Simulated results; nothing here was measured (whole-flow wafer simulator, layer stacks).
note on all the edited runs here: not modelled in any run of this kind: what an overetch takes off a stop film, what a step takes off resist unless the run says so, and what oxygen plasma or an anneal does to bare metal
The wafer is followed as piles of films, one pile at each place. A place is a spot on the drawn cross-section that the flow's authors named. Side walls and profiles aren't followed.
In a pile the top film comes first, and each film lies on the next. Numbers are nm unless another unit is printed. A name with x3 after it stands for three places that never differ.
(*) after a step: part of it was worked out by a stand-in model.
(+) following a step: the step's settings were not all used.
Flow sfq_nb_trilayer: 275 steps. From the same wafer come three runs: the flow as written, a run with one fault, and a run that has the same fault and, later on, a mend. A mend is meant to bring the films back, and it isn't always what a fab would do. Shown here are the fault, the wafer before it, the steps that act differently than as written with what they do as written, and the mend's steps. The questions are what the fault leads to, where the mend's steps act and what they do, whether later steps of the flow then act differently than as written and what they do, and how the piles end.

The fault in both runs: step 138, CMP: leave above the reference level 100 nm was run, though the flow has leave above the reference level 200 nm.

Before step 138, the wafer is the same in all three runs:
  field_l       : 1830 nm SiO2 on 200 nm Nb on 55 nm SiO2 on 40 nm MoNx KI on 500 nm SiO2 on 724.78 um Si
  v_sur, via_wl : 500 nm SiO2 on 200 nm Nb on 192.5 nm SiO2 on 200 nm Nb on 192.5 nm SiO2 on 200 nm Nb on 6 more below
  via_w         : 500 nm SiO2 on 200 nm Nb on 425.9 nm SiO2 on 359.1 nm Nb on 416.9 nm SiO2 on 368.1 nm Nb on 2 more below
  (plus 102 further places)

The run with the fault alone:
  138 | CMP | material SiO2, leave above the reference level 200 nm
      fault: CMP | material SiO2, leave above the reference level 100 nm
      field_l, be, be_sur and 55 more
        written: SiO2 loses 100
        fault: SiO2 loses 200
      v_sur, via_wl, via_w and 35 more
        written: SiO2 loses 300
        fault: SiO2 loses 400
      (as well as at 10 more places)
  Steps further on in the flow that do not act as written (4 other steps are not shown; they differ only slightly, by no more than 2% or 0.5 nm, whichever is larger):
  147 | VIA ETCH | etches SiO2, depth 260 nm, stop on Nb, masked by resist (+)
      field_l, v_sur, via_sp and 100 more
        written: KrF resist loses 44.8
        fault: KrF resist loses 25.8
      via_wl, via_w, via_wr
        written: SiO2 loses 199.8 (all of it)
        fault: SiO2 loses 99.8 (all of it)
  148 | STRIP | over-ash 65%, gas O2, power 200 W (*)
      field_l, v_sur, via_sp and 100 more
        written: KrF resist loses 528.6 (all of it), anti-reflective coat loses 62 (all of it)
        fault: KrF resist loses 547.6 (all of it), anti-reflective coat loses 62 (all of it)
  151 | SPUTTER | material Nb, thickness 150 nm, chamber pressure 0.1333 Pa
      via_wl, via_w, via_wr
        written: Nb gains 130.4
        fault: Nb gains 142.2
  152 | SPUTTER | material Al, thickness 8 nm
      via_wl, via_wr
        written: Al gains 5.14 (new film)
        fault: Al gains 6.34 (new film)
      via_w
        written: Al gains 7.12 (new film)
        fault: Al gains 7.88 (new film)
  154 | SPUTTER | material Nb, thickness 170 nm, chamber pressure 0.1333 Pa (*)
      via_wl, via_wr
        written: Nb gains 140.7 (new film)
        fault: Nb gains 130.4 (new film)
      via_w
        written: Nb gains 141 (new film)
        fault: Nb gains 168 (new film)
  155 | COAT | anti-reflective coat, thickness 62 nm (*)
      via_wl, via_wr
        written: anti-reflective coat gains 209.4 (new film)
        fault: anti-reflective coat gains 160.9 (new film)
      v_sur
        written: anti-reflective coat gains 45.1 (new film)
        fault: anti-reflective coat gains 50.2 (new film)
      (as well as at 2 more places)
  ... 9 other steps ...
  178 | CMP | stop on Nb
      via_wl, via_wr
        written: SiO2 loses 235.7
        fault: SiO2 loses 347.2
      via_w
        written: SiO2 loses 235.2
        fault: SiO2 loses 346.8
  At field_l, v_sur, via_wl and 103 more, the piles at the end differ from the flow's by more than 2% or 0.5 nm, whichever is larger.
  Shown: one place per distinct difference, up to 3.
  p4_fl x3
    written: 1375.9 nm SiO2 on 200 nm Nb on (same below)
    fault: 1275.9 nm SiO2 on 200 nm Nb on (same below)
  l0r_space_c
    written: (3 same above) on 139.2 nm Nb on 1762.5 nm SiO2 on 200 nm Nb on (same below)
    fault: (3 same above) on 139.2 nm Nb on 1662.5 nm SiO2 on 200 nm Nb on (same below)
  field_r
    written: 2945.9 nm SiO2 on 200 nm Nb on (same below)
    fault: 2845.9 nm SiO2 on 200 nm Nb on (same below)

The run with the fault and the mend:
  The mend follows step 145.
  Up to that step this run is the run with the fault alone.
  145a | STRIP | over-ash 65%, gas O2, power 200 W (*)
      field_l, v_sur, via_sp and 100 more
        KrF resist loses 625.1 (all of it), anti-reflective coat loses 62 (all of it)
      via_wl, via_w, via_wr
        anti-reflective coat loses 62 (all of it)
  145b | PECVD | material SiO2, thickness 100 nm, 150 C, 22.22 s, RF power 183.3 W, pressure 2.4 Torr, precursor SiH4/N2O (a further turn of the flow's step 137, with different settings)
      field_l, v_sur, via_wl and 103 more
        SiO2 gains 100
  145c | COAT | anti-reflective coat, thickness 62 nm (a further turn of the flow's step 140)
      field_l, v_sur, via_wl and 103 more
        anti-reflective coat gains 62 (new film)
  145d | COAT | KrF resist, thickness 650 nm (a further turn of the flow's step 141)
      field_l, v_sur, via_wl and 103 more
        KrF resist gains 650 (new film)
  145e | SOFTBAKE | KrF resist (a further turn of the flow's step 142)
      alters no film at any place that is followed
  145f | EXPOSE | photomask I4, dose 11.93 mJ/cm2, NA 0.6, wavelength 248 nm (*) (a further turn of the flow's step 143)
      alters no film at any place that is followed
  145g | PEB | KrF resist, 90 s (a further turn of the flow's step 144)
      field_l, v_sur, via_wl and 103 more
        KrF resist loses 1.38
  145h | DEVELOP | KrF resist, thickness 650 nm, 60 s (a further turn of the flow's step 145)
      field_l, v_sur, via_sp and 100 more
        KrF resist loses 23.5
      via_wl, via_w, via_wr
        KrF resist loses 648.6 (all of it)
  Every later step of the flow that is run acts as written, at every place that is followed, to within 2% or 0.5 nm, whichever is larger.
  By the end, the piles equal the flow's at every place that both follow.
